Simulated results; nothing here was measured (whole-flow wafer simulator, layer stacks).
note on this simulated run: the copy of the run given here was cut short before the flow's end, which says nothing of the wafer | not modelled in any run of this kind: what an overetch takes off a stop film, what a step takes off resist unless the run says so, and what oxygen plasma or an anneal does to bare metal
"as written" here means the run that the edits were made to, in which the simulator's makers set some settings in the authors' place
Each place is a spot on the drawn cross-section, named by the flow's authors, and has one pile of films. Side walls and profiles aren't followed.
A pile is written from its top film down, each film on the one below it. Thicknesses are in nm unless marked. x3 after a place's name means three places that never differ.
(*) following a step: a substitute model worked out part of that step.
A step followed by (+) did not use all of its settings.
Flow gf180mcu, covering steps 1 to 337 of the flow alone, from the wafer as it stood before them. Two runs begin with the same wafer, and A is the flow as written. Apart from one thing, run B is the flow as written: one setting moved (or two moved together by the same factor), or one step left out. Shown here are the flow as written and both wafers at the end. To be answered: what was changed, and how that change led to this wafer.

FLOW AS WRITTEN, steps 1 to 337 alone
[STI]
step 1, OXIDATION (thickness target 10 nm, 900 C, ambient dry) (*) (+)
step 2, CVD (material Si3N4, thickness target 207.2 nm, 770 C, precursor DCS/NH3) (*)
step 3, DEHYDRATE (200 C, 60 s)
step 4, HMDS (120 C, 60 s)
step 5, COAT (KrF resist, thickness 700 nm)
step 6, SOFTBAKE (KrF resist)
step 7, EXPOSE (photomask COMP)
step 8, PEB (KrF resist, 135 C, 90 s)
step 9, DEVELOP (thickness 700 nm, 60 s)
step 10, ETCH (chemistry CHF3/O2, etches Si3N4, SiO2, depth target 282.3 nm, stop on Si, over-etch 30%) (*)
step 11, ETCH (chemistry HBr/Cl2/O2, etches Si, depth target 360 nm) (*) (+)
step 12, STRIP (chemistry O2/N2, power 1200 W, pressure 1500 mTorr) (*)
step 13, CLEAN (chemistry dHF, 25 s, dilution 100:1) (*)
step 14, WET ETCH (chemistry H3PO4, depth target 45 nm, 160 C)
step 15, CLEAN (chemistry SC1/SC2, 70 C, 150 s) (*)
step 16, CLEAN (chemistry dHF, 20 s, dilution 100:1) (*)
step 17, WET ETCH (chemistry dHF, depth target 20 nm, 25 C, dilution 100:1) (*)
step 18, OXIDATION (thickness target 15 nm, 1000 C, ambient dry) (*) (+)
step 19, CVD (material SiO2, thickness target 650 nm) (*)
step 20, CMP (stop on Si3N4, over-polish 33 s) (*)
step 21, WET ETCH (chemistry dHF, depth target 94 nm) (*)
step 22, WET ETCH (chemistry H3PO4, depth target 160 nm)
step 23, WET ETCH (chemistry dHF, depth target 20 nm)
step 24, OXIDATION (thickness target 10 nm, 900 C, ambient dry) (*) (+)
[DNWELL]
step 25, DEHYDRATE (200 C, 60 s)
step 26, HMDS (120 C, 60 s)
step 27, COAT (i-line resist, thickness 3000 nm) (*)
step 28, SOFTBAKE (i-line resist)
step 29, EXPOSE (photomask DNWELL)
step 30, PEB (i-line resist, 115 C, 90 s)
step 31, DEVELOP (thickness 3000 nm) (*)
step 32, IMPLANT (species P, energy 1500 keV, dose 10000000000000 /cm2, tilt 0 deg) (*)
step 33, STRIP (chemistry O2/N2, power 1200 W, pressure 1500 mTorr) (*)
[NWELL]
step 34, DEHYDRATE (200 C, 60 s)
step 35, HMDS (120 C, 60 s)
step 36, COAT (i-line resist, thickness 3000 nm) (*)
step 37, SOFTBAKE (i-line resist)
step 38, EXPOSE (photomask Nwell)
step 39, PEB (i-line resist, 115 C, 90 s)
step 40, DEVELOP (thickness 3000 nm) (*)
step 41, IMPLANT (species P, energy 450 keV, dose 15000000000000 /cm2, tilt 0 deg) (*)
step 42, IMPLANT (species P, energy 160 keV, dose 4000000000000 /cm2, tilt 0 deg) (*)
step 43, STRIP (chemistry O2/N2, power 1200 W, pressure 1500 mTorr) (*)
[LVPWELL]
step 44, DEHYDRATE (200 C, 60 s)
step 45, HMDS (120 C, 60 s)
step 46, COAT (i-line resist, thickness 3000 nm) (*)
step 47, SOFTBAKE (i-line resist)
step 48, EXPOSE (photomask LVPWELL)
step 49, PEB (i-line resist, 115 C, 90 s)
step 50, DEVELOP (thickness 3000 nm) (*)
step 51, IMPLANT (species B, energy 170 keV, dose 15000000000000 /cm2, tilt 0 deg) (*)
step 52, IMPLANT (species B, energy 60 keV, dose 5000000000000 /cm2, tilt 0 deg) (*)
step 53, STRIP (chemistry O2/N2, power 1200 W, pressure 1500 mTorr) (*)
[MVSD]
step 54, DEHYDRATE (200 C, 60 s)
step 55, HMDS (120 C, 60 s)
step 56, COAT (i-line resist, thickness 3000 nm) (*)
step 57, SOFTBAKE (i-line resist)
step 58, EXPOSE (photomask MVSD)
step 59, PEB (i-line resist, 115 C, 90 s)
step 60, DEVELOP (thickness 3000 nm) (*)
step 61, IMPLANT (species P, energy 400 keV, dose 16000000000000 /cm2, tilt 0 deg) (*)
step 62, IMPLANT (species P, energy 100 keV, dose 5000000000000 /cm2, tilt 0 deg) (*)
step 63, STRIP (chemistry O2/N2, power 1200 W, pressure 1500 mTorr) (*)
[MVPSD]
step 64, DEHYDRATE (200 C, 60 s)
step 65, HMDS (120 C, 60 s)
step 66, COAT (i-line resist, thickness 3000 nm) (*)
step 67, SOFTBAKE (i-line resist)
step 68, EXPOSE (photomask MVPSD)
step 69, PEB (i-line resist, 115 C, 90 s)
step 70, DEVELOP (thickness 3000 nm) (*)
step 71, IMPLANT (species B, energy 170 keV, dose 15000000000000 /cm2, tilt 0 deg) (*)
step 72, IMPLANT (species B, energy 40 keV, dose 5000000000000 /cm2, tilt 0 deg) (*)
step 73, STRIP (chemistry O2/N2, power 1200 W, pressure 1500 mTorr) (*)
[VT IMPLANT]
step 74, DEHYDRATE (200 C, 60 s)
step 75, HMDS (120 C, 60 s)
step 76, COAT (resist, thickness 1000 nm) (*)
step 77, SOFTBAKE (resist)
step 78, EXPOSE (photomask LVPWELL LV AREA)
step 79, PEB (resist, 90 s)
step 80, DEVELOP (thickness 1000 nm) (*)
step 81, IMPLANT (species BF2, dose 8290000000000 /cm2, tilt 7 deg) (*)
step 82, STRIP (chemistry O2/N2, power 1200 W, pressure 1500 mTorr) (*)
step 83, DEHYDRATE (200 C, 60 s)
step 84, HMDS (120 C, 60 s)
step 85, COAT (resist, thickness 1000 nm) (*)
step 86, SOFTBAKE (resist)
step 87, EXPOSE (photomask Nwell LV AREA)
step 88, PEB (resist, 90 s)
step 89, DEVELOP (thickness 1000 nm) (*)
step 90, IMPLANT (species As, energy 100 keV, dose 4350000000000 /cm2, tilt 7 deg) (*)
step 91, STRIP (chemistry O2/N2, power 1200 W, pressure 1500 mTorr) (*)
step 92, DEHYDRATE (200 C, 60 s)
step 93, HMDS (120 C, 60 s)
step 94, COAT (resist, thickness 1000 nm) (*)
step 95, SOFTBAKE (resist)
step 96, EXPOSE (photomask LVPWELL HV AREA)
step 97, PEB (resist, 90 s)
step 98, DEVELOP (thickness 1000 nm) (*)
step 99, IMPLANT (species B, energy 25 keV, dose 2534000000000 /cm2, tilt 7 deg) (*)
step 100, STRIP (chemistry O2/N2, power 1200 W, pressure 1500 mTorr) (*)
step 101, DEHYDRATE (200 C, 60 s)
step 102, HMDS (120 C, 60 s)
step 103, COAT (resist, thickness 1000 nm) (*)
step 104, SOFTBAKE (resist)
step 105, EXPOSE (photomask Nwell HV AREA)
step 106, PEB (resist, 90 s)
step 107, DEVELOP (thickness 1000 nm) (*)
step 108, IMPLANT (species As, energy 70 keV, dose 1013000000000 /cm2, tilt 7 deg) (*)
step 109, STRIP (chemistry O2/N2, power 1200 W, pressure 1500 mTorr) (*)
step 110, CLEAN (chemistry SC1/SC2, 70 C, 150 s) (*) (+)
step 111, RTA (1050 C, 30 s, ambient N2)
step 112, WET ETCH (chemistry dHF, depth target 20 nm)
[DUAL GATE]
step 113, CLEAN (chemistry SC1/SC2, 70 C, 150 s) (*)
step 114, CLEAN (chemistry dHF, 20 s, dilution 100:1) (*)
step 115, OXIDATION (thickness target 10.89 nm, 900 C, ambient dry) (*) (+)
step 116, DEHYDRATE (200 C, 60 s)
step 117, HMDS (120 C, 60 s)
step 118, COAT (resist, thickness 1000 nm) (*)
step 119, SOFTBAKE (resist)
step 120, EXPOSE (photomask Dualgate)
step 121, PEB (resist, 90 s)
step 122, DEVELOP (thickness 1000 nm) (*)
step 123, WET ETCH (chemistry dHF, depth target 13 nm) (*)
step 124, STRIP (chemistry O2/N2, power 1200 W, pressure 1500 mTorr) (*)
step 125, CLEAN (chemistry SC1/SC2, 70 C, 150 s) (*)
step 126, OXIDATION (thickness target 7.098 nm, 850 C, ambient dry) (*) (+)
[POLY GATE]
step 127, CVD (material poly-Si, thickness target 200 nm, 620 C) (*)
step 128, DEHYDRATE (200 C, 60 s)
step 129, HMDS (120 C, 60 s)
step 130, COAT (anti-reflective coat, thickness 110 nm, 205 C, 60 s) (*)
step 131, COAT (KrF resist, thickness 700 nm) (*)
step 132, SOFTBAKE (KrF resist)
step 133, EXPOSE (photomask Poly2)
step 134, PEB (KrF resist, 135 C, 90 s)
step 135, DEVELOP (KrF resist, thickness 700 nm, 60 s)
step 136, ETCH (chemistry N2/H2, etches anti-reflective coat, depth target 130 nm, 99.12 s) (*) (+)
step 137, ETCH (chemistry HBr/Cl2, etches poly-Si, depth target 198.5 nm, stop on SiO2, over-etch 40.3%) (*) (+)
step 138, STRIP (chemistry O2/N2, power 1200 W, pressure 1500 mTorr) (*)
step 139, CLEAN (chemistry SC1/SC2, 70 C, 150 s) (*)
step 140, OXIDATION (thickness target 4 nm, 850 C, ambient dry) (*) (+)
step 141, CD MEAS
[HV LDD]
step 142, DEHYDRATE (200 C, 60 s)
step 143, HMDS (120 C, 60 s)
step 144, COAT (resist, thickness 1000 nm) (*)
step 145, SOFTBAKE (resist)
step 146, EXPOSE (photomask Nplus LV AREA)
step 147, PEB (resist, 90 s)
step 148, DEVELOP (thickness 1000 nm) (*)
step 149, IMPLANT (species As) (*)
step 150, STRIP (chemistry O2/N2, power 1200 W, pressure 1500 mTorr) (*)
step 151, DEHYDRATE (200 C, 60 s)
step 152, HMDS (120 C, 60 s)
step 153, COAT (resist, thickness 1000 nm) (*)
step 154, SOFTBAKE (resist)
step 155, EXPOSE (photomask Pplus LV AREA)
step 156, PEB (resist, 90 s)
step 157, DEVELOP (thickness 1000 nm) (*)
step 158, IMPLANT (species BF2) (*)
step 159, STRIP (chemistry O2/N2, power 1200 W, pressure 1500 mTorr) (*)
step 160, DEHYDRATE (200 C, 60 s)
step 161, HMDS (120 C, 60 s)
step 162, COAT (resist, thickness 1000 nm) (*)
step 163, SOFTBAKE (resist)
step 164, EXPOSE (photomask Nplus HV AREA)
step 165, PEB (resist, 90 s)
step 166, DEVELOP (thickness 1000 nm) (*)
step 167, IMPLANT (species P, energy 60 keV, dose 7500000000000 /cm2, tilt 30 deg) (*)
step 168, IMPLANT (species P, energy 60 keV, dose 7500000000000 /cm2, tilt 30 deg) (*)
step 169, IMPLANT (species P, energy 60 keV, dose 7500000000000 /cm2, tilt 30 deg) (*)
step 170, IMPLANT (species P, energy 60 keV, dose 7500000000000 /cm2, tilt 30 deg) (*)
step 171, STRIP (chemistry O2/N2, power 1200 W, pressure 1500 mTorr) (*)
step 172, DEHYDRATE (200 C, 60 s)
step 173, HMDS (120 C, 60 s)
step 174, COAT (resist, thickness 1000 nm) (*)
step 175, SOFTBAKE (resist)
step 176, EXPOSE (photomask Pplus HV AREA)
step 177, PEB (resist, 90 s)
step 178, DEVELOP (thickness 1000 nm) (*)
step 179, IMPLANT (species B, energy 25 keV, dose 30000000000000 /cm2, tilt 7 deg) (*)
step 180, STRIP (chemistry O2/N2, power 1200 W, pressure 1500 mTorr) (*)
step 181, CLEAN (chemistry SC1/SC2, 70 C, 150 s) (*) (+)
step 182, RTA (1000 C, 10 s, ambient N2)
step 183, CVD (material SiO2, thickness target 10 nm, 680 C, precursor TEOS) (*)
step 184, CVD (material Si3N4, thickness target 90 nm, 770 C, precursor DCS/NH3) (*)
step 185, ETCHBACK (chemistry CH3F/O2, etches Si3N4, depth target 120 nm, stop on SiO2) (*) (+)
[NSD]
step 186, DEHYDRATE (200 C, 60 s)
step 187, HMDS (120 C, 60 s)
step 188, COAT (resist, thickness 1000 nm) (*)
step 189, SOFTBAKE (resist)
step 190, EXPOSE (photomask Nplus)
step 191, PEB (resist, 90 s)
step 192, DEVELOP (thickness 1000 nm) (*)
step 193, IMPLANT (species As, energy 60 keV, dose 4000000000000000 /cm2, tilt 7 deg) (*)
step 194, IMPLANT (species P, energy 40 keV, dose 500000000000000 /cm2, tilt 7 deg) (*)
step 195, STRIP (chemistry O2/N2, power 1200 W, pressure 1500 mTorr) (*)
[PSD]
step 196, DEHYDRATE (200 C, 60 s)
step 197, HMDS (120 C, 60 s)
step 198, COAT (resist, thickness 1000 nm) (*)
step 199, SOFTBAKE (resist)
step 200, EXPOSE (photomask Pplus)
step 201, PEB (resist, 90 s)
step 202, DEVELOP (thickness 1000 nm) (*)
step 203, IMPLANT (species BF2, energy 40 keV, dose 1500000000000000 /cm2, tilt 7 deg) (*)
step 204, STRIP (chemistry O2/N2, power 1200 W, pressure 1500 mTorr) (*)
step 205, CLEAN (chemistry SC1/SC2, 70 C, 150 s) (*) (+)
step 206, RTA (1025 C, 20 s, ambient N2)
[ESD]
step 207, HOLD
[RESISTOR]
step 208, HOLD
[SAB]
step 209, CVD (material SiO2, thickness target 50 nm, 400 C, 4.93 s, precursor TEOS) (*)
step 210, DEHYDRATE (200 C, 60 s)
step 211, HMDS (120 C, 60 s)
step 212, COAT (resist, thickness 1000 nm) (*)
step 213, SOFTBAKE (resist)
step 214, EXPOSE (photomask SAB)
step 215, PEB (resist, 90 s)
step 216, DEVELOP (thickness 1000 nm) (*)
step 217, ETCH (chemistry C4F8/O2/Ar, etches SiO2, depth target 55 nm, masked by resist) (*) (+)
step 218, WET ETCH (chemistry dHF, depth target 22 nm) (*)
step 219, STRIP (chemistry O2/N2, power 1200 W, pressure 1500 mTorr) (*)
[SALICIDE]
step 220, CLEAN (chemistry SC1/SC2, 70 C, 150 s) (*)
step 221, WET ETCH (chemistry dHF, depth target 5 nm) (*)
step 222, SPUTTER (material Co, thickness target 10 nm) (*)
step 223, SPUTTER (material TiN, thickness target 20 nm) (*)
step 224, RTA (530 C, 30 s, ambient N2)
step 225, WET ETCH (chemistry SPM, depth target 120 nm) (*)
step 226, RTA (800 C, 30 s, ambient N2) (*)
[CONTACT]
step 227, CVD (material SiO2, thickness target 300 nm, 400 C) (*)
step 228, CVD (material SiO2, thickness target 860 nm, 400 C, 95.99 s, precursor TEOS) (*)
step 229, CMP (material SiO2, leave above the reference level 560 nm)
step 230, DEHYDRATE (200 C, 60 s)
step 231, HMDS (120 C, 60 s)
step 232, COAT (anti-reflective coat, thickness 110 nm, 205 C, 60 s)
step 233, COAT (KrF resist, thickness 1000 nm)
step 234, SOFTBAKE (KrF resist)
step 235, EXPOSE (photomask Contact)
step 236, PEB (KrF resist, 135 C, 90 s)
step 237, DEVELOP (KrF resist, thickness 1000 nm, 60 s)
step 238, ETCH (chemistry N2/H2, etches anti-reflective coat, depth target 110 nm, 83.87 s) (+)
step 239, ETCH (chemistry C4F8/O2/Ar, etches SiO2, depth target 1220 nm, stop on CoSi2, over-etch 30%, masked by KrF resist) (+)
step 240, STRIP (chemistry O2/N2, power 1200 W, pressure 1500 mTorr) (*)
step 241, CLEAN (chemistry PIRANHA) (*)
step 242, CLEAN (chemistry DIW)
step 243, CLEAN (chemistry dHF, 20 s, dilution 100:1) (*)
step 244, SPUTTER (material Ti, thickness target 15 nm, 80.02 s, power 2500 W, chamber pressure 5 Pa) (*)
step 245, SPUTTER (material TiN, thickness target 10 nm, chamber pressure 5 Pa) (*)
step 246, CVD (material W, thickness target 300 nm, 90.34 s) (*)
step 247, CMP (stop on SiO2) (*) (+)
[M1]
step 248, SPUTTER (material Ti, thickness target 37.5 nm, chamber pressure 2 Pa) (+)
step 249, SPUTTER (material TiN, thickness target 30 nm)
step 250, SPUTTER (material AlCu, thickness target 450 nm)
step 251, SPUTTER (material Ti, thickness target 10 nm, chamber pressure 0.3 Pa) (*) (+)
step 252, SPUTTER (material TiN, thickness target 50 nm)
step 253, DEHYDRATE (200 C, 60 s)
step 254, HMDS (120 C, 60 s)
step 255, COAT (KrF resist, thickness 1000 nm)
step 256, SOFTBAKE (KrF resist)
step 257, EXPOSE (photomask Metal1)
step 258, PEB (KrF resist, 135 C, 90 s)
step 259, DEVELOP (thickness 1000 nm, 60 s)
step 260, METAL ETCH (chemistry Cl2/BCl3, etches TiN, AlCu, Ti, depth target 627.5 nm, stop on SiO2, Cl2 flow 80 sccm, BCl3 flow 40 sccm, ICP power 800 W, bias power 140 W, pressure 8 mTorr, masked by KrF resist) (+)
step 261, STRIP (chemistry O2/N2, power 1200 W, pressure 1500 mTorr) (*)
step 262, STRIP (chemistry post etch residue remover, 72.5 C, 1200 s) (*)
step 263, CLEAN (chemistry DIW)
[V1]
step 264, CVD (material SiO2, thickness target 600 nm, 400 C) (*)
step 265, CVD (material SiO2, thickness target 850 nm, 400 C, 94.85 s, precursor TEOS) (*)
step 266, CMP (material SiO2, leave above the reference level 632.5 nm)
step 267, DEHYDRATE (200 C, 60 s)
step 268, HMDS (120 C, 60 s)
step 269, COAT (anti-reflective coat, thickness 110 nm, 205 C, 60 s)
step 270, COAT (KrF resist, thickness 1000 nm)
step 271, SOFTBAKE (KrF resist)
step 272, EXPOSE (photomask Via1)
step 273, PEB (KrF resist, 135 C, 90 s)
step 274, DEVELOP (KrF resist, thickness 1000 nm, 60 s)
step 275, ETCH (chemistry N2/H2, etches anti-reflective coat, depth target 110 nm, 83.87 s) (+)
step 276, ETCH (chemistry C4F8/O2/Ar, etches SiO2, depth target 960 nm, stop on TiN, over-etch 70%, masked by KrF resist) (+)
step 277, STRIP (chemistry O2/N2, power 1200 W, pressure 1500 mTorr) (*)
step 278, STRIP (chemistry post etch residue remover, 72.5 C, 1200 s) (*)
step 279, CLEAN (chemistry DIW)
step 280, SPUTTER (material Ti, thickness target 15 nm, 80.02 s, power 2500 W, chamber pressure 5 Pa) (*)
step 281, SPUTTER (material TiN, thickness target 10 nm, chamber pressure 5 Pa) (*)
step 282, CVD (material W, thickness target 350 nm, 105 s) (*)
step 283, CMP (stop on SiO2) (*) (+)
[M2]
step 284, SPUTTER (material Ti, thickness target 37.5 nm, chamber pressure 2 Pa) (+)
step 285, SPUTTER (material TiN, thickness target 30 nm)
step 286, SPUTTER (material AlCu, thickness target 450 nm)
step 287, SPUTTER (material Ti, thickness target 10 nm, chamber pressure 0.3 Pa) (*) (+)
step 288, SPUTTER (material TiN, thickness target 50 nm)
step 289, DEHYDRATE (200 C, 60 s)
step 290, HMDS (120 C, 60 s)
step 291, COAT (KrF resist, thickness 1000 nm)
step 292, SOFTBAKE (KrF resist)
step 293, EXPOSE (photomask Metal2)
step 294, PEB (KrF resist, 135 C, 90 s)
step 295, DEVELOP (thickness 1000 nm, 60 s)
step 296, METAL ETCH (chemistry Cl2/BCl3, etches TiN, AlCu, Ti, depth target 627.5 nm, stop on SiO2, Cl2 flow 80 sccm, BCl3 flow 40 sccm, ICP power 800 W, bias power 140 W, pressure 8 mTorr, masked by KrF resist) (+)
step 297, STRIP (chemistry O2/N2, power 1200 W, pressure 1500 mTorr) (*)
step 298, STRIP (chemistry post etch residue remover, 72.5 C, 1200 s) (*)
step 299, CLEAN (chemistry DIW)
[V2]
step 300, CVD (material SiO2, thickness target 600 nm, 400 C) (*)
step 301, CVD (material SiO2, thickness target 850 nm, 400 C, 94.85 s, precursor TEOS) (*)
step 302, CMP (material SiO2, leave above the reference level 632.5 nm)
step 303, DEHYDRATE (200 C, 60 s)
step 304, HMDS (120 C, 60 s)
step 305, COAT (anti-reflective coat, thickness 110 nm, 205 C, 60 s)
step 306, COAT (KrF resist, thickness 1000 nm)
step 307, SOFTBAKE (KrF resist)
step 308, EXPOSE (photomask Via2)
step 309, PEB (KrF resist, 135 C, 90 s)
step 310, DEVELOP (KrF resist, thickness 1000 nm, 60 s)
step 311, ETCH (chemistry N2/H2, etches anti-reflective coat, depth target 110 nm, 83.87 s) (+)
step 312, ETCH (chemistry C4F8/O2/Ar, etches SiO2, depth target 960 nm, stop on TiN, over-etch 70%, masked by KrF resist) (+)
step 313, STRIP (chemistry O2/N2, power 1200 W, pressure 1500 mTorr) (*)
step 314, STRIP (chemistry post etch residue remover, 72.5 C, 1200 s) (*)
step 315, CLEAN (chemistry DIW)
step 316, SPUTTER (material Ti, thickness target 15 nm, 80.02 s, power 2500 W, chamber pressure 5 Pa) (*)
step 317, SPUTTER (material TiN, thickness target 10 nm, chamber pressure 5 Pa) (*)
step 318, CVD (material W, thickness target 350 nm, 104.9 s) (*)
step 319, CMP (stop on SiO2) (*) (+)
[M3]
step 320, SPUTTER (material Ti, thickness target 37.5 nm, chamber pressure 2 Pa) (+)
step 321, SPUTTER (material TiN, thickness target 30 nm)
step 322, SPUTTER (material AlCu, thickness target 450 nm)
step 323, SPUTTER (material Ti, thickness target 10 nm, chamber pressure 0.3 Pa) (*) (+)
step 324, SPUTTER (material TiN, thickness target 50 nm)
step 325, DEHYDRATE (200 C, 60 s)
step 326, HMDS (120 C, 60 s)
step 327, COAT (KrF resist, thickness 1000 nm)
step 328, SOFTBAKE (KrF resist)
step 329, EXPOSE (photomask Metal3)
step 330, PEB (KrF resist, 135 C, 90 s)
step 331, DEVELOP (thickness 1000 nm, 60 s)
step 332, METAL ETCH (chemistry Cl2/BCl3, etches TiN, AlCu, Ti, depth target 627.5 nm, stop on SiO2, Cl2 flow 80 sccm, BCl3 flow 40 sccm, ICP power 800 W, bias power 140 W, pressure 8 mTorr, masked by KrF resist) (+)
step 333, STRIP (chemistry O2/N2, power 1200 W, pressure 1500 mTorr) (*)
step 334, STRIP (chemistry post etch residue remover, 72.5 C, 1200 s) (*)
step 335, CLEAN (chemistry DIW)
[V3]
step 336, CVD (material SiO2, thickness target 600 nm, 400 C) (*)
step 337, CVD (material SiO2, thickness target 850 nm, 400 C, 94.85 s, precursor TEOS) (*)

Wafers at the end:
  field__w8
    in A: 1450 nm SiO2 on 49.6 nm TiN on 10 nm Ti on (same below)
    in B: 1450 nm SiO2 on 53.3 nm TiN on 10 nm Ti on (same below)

What caused this: step 324, SPUTTER: thickness target 53.7 nm was run, though the flow has thickness target 50 nm.

How this came from the change, step by step:
  step 324, SPUTTER (material TiN, thickness target 50 nm)
      field, field__w1, field__w2 and 108 more: A TiN gains 50 (new film) | B TiN gains 53.7 (new film)
  step 332, METAL ETCH (chemistry Cl2/BCl3, etches TiN, AlCu, Ti, depth target 627.5 nm, stop on SiO2, Cl2 flow 80 sccm, BCl3 flow 40 sccm, ICP power 800 W, bias power 140 W, pressure 8 mTorr, masked by KrF resist) (+)
      field, field__w1, field__w2 and 103 more: A TiN loses 50 (all of it), Ti loses 10 (all of it), AlCu loses 450 (all of it), TiN loses 30 (all of it), Ti loses 37.5 (all of it) | B TiN loses 53.7 (all of it), Ti loses 10 (all of it), AlCu loses 450 (all of it), TiN loses 30 (all of it), Ti loses 37.5 (all of it)
